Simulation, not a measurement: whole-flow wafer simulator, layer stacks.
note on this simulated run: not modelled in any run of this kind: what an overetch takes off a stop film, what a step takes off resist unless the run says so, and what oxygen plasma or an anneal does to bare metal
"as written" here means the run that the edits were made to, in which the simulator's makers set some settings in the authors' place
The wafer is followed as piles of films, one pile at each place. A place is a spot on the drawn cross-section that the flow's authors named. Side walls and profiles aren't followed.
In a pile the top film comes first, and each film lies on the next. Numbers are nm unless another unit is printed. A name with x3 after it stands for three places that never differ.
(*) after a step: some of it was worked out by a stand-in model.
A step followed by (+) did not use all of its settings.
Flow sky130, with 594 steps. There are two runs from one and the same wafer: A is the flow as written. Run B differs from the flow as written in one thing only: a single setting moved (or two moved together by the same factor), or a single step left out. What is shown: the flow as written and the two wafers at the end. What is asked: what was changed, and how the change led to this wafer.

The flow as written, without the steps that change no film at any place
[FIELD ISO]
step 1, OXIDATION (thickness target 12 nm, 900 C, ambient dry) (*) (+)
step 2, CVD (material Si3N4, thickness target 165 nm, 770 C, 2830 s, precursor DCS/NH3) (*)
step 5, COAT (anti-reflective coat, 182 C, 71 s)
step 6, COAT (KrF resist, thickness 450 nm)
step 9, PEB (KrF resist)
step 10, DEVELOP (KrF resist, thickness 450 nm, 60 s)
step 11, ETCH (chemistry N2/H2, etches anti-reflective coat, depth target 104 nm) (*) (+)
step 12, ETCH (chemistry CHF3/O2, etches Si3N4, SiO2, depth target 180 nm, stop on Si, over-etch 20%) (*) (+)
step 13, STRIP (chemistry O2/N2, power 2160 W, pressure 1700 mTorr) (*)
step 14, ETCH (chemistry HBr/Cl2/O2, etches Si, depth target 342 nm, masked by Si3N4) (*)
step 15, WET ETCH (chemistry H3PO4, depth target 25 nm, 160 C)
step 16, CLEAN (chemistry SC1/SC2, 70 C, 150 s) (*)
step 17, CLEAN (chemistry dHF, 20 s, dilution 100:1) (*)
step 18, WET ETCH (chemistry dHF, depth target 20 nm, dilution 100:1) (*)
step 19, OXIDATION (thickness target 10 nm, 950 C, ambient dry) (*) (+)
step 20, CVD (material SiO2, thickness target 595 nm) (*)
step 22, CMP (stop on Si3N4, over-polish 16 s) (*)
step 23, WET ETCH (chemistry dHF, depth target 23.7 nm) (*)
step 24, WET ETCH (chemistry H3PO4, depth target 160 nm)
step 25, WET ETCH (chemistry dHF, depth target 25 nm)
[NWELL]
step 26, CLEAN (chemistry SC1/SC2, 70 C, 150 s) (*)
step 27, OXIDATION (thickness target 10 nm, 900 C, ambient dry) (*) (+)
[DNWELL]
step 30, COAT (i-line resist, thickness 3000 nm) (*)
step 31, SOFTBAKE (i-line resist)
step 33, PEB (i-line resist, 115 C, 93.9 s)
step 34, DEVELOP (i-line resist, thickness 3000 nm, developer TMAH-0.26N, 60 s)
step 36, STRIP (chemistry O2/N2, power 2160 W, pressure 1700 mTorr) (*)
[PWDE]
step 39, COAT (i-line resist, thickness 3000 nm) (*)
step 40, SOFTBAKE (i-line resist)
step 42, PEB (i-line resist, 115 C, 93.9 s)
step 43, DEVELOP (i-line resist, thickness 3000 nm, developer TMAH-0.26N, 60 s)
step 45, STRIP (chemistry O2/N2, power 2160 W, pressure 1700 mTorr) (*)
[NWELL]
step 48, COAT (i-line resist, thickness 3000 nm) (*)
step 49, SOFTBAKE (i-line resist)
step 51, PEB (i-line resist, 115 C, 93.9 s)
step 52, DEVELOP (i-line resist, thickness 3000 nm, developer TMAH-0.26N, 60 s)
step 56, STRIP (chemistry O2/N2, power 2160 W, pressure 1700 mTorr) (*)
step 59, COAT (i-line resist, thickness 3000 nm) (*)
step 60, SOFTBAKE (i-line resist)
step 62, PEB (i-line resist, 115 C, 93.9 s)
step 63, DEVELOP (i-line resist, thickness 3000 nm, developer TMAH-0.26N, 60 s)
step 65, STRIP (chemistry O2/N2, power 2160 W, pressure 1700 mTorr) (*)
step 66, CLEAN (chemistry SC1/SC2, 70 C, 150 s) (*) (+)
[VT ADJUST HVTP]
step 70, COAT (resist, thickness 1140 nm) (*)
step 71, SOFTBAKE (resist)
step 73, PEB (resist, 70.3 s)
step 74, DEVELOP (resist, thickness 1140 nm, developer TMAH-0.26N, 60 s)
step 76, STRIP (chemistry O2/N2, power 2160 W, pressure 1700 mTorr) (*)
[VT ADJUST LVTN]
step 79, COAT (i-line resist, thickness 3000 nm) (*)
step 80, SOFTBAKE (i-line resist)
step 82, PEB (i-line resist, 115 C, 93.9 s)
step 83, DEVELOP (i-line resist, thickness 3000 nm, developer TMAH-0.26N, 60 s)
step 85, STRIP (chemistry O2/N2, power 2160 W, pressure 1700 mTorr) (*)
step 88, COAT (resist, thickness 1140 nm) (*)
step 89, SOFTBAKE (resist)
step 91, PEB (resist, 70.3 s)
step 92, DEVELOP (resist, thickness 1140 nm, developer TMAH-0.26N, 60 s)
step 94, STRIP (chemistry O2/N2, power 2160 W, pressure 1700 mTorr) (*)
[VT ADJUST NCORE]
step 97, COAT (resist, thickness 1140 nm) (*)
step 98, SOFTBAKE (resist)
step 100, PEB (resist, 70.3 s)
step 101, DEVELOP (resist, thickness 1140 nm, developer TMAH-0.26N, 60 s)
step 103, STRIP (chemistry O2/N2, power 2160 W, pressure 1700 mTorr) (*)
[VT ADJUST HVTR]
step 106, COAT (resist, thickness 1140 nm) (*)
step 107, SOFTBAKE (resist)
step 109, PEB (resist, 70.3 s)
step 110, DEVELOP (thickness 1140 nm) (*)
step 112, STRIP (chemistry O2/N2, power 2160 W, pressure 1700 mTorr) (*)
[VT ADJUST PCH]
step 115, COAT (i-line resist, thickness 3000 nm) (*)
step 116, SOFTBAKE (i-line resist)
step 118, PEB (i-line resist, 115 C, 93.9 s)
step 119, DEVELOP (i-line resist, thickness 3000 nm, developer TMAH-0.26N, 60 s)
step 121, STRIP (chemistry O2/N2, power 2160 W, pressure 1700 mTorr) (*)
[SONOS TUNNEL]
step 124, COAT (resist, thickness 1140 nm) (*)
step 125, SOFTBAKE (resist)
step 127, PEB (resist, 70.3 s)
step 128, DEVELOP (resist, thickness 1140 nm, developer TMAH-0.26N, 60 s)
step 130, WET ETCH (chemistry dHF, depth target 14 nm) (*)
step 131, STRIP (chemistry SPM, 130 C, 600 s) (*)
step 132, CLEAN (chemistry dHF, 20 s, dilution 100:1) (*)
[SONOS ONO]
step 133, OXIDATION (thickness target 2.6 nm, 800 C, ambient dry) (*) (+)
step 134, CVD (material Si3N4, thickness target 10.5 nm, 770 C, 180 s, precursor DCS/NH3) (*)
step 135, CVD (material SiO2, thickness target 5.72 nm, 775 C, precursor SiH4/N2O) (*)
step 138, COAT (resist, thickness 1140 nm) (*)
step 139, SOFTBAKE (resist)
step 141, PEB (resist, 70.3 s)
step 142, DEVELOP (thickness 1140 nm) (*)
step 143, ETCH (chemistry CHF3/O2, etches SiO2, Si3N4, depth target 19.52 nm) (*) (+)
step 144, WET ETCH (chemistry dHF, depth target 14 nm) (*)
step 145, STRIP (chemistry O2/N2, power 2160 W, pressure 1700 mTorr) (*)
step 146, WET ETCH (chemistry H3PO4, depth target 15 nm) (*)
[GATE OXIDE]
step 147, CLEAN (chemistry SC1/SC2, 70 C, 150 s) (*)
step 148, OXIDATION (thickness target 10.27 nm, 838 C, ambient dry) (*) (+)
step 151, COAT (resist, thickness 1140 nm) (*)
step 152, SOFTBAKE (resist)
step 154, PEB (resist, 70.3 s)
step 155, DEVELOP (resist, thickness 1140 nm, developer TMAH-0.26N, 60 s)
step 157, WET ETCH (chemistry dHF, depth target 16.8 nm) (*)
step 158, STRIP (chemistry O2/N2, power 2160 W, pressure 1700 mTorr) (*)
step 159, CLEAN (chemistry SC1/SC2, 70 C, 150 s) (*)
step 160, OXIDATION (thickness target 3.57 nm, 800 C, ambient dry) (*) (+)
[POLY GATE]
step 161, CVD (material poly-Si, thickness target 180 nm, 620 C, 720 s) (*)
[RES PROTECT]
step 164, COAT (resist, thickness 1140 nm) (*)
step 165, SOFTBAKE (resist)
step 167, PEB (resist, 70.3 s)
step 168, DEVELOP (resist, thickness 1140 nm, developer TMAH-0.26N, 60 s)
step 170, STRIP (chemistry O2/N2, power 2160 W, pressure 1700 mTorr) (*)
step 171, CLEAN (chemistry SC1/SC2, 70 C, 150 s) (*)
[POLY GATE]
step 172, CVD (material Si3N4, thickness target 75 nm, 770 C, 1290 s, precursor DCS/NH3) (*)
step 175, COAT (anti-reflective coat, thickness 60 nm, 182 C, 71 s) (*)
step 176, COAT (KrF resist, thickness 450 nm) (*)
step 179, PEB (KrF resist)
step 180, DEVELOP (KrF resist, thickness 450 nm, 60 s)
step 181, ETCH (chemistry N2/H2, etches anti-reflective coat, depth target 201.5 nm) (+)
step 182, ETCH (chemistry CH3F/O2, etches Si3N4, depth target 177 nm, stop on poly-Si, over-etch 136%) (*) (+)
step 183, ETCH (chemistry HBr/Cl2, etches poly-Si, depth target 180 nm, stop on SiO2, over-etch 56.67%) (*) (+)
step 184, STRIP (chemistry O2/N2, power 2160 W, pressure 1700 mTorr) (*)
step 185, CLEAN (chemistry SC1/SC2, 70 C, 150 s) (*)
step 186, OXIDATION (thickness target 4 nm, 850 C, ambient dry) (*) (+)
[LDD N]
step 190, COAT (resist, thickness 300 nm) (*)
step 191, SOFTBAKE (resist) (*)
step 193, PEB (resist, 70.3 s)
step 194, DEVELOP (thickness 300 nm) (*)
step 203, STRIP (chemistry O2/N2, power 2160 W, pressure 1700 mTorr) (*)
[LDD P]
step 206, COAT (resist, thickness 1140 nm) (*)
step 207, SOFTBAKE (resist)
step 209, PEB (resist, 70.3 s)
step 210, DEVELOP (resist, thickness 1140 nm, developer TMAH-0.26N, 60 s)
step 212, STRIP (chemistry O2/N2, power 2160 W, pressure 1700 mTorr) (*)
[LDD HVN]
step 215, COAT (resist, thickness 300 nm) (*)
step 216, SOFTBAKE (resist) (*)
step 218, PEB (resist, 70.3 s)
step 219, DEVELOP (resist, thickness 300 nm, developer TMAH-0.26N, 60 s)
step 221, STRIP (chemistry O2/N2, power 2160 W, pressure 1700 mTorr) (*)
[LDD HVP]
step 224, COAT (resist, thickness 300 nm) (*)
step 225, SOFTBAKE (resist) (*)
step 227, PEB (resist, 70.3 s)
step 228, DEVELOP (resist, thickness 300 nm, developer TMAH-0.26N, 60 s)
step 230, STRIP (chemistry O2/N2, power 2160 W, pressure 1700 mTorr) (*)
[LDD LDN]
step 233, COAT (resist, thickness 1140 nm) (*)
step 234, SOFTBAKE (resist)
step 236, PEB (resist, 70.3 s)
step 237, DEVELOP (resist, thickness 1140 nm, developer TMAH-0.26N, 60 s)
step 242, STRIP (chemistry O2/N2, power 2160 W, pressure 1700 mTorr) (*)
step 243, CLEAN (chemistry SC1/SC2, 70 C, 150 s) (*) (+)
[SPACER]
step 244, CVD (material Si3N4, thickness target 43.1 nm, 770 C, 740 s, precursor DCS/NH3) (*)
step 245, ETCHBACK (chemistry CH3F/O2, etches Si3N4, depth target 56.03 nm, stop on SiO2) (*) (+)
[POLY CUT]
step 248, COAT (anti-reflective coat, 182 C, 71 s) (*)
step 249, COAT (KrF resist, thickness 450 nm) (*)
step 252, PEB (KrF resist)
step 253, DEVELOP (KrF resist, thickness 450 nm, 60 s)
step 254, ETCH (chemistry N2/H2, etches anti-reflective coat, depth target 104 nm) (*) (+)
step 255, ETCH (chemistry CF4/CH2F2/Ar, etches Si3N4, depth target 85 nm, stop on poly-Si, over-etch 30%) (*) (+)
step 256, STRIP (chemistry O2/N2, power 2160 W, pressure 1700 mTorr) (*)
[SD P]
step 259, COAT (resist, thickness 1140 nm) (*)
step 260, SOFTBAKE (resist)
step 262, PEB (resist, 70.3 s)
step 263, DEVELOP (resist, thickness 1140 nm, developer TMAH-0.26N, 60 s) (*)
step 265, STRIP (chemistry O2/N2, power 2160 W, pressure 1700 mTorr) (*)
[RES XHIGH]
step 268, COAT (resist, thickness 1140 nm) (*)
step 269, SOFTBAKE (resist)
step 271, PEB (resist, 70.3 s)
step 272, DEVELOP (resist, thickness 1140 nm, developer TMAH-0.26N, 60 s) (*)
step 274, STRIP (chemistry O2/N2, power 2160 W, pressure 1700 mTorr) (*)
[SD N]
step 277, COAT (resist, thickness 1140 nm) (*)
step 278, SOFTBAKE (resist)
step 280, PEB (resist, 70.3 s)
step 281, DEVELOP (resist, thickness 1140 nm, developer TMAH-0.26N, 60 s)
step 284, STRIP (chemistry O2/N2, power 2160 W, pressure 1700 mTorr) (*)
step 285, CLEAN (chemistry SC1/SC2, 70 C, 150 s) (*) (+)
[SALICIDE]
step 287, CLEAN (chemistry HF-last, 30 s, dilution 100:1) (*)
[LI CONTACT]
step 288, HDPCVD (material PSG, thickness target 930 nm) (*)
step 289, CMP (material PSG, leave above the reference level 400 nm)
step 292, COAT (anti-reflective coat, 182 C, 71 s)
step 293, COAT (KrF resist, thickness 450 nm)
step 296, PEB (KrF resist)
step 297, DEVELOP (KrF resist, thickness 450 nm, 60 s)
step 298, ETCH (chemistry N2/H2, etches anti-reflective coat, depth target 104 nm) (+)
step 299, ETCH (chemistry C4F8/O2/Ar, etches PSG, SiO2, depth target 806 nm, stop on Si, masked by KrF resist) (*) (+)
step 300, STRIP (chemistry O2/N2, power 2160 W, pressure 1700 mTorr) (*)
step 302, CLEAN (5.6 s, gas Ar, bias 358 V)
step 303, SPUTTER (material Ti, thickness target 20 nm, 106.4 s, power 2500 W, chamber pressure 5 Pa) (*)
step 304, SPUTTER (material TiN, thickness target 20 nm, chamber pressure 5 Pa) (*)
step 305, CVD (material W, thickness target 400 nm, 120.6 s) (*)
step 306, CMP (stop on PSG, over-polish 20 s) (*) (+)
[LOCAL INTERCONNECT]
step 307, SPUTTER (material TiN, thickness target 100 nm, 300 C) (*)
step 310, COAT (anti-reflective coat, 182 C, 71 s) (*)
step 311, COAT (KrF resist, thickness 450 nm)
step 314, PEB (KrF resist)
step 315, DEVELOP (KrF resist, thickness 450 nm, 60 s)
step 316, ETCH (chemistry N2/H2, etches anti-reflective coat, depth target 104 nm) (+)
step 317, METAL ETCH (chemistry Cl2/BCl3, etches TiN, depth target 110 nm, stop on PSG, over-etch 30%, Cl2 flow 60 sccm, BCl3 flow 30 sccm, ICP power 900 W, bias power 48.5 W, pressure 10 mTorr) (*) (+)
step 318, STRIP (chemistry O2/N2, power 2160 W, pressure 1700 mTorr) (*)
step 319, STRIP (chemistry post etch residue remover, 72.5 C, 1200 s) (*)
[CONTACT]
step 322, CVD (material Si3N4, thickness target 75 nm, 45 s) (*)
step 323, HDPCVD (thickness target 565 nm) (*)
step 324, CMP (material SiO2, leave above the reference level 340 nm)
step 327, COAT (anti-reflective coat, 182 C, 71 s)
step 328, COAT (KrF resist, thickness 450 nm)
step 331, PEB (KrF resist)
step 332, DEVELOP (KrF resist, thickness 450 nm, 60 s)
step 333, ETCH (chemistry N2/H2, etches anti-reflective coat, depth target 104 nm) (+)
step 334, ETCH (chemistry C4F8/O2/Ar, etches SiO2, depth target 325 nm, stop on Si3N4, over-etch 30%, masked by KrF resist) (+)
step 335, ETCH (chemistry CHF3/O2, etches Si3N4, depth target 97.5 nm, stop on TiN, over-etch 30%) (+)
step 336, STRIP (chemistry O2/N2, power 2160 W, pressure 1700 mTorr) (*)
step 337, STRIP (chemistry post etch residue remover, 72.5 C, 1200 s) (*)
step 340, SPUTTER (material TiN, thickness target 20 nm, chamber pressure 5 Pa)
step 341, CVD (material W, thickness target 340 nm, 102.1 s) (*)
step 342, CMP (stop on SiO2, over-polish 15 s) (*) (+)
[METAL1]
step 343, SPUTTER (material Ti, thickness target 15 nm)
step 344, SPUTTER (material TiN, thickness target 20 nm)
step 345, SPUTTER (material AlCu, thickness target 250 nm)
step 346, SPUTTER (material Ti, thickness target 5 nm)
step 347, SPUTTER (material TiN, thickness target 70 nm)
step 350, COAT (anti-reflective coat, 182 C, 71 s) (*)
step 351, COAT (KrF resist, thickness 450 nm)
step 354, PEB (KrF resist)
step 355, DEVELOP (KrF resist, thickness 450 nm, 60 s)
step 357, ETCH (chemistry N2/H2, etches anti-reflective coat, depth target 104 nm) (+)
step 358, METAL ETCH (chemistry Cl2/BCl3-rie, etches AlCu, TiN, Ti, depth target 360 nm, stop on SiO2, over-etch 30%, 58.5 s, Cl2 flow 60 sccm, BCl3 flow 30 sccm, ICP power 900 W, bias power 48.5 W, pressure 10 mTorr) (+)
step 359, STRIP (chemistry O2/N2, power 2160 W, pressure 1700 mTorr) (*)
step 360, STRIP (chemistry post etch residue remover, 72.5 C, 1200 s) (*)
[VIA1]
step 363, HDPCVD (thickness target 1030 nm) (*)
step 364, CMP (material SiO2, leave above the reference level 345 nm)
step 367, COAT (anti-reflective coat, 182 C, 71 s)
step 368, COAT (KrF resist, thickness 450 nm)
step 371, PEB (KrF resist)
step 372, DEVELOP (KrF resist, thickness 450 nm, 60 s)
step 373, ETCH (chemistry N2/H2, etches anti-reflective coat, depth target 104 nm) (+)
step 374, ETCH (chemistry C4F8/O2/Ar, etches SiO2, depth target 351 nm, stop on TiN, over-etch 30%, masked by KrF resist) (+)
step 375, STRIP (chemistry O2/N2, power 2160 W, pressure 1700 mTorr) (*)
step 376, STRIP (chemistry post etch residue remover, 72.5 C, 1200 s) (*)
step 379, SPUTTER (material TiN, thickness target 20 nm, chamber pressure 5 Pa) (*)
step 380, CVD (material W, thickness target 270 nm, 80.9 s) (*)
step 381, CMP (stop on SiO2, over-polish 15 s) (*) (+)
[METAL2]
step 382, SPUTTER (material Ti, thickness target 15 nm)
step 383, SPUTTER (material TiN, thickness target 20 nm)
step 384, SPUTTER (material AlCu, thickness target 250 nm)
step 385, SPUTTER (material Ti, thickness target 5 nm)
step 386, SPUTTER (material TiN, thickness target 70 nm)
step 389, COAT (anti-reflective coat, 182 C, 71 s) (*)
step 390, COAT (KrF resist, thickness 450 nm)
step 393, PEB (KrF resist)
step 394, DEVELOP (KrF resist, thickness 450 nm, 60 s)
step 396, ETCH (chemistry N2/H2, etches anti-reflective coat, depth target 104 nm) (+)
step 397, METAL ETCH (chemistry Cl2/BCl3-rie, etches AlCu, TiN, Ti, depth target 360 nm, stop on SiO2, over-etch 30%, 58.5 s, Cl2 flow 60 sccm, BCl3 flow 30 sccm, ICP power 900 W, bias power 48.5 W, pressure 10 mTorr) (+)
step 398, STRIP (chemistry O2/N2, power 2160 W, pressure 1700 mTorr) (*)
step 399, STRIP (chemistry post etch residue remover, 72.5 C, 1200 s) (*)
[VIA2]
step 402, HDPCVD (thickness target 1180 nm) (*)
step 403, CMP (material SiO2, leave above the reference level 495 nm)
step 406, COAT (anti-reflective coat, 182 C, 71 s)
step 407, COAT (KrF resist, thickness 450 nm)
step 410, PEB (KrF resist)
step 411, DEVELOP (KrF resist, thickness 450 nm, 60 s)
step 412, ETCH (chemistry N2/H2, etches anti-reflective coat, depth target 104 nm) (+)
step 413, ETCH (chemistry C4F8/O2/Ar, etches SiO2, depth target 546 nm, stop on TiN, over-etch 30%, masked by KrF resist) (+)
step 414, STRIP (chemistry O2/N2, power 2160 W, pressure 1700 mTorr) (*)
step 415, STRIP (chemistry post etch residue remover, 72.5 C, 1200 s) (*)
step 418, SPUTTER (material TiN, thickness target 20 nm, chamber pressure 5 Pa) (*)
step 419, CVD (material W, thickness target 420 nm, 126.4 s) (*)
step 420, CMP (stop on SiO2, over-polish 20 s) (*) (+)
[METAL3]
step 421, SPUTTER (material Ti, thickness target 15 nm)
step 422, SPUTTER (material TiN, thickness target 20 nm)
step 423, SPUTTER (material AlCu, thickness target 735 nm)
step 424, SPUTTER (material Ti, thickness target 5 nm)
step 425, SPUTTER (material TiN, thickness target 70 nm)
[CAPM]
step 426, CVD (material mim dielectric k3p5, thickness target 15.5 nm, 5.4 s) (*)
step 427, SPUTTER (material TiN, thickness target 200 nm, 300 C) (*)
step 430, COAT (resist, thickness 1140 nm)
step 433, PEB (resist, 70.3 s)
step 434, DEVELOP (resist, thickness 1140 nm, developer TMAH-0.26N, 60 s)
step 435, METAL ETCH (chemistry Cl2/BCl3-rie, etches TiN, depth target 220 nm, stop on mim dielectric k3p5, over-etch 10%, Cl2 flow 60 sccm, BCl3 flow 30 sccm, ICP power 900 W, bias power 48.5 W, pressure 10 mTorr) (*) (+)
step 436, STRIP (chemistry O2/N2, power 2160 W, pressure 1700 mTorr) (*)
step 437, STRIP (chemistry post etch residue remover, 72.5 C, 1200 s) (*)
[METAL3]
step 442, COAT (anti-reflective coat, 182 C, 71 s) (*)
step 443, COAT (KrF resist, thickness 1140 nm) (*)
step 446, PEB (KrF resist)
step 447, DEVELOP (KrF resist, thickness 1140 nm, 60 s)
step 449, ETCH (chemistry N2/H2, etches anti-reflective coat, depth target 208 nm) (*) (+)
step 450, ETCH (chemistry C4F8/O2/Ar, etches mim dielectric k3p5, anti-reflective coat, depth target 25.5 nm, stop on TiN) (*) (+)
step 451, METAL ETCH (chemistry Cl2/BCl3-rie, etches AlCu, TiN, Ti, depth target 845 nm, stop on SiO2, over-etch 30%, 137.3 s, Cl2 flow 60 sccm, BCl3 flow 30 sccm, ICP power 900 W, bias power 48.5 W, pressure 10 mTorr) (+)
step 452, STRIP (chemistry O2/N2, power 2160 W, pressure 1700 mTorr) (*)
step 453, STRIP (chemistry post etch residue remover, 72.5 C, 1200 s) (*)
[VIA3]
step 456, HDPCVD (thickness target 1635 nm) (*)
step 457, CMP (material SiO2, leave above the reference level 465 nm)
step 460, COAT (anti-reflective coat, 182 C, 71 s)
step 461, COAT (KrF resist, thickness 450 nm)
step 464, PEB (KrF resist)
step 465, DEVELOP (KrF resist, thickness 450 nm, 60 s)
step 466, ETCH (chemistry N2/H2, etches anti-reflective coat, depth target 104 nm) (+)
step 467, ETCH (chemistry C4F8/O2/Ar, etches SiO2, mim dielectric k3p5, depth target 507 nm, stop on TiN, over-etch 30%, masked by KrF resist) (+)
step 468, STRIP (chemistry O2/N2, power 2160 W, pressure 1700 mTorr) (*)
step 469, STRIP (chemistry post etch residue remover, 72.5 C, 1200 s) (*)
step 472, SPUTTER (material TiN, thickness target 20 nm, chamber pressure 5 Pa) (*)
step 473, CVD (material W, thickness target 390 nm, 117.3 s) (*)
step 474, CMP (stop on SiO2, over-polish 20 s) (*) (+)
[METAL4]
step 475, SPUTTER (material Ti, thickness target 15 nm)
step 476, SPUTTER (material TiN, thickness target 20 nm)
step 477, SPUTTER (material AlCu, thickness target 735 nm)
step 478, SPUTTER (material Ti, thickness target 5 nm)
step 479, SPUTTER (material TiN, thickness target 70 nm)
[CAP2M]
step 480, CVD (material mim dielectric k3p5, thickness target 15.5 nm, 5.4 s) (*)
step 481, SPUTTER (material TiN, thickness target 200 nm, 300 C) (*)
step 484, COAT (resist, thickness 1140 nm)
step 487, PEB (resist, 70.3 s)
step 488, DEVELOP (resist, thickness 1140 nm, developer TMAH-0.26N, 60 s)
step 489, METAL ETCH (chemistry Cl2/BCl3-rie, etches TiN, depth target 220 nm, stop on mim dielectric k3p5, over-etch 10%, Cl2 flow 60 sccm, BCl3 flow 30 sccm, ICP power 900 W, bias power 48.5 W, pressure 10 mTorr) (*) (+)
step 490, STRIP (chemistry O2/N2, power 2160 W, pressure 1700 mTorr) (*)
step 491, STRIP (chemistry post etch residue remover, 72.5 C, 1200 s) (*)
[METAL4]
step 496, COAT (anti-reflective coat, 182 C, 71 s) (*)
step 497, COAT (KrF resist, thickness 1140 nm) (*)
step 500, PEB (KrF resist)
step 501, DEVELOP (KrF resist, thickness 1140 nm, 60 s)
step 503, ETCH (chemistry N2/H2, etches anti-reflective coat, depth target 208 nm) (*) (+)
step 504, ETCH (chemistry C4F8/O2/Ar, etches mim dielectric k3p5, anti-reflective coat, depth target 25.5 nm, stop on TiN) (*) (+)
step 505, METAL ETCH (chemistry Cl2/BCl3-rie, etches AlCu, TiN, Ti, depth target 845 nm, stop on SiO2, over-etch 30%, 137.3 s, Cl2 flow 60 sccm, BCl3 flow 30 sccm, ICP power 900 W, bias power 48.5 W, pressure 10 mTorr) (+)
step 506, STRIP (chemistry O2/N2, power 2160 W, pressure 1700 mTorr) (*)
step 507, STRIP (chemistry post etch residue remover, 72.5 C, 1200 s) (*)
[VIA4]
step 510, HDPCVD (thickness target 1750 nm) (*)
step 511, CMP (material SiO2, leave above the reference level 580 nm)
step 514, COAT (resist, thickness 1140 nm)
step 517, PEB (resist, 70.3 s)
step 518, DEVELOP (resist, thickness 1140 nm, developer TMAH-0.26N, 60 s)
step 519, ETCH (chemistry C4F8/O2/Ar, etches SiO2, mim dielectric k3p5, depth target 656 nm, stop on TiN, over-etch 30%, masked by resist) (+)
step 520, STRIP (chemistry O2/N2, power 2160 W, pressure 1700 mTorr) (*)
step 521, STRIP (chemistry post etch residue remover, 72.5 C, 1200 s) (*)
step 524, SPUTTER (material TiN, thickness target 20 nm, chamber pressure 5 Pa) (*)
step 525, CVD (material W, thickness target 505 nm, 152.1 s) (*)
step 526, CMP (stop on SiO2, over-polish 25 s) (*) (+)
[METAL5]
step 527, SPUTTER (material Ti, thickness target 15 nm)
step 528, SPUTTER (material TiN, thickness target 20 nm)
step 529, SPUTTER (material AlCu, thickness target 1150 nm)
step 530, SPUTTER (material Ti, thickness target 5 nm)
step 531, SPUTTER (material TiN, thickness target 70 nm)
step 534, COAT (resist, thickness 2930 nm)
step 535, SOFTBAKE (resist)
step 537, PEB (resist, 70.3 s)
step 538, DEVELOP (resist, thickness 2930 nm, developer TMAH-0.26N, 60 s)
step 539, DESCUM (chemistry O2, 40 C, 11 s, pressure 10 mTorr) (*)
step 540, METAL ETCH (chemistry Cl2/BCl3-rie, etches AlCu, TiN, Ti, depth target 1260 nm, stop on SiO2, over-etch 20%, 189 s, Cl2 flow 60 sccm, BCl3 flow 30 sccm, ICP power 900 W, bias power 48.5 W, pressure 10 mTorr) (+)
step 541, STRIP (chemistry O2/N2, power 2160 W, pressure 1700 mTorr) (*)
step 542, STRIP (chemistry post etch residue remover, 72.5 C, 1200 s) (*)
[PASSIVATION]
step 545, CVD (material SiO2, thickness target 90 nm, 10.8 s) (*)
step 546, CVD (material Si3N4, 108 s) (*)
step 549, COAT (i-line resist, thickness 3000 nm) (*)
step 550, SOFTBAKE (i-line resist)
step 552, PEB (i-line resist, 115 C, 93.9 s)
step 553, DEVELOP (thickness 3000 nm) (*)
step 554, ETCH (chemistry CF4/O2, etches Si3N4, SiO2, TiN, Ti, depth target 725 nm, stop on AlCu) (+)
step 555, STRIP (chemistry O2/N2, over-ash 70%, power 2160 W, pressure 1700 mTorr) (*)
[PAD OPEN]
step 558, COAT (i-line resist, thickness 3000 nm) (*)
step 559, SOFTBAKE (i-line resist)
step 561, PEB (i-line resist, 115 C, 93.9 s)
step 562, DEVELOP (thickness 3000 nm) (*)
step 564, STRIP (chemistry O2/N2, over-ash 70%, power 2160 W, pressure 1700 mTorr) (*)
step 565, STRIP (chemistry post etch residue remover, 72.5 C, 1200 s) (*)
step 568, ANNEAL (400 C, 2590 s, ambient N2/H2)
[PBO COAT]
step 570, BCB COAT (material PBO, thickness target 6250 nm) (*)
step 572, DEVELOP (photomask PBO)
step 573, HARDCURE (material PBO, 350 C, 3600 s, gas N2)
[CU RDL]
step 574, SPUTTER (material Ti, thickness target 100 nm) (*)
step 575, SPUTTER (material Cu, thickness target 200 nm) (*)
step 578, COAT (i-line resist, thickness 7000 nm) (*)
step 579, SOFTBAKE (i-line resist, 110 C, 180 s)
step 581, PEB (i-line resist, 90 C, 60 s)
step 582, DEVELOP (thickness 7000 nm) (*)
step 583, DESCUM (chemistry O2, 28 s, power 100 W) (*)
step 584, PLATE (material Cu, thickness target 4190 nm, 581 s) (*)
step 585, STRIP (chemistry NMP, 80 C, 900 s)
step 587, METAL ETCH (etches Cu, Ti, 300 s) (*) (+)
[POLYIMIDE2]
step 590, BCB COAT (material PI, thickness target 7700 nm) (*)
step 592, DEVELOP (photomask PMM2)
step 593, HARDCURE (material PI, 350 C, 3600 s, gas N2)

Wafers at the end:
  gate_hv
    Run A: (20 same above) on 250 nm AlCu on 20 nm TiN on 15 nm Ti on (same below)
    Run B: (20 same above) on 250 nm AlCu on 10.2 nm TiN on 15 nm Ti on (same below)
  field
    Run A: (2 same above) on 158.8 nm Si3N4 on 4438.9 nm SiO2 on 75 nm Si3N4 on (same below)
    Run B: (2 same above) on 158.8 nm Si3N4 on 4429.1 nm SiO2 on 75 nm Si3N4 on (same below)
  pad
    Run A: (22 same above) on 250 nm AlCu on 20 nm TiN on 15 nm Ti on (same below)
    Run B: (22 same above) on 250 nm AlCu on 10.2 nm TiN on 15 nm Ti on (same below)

Cause: step 383, SPUTTER: thickness target 10.2 nm was run, though the flow has thickness target 20 nm.
One can read it off the wafer: gate_hv has TiN 10.2, and step 383 as written asks for 20 nm.

How this came from the change, step by step:
  step 383, SPUTTER (material TiN, thickness target 20 nm)
      field, active, n_well and 188 more: A +20 TiN (new film) | B +10.2 TiN (new film)
  step 397, METAL ETCH (chemistry Cl2/BCl3-rie, etches AlCu, TiN, Ti, depth target 360 nm, stop on SiO2, over-etch 30%, 58.5 s, Cl2 flow 60 sccm, BCl3 flow 30 sccm, ICP power 900 W, bias power 48.5 W, pressure 10 mTorr) (+)
      field, active, gate and 82 more: A -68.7 TiN (all of it), -5 Ti (all of it), -250 AlCu (all of it), -20 TiN (all of it), -15 Ti (all of it), -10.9 SiO2 | B -68.7 TiN (all of it), -5 Ti (all of it), -250 AlCu (all of it), -10.2 TiN (all of it), -15 Ti (all of it), -11.9 SiO2
  step 403, CMP (material SiO2, leave above the reference level 495 nm)
      field, active, gate and 82 more: A -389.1 SiO2 | B -397.9 SiO2
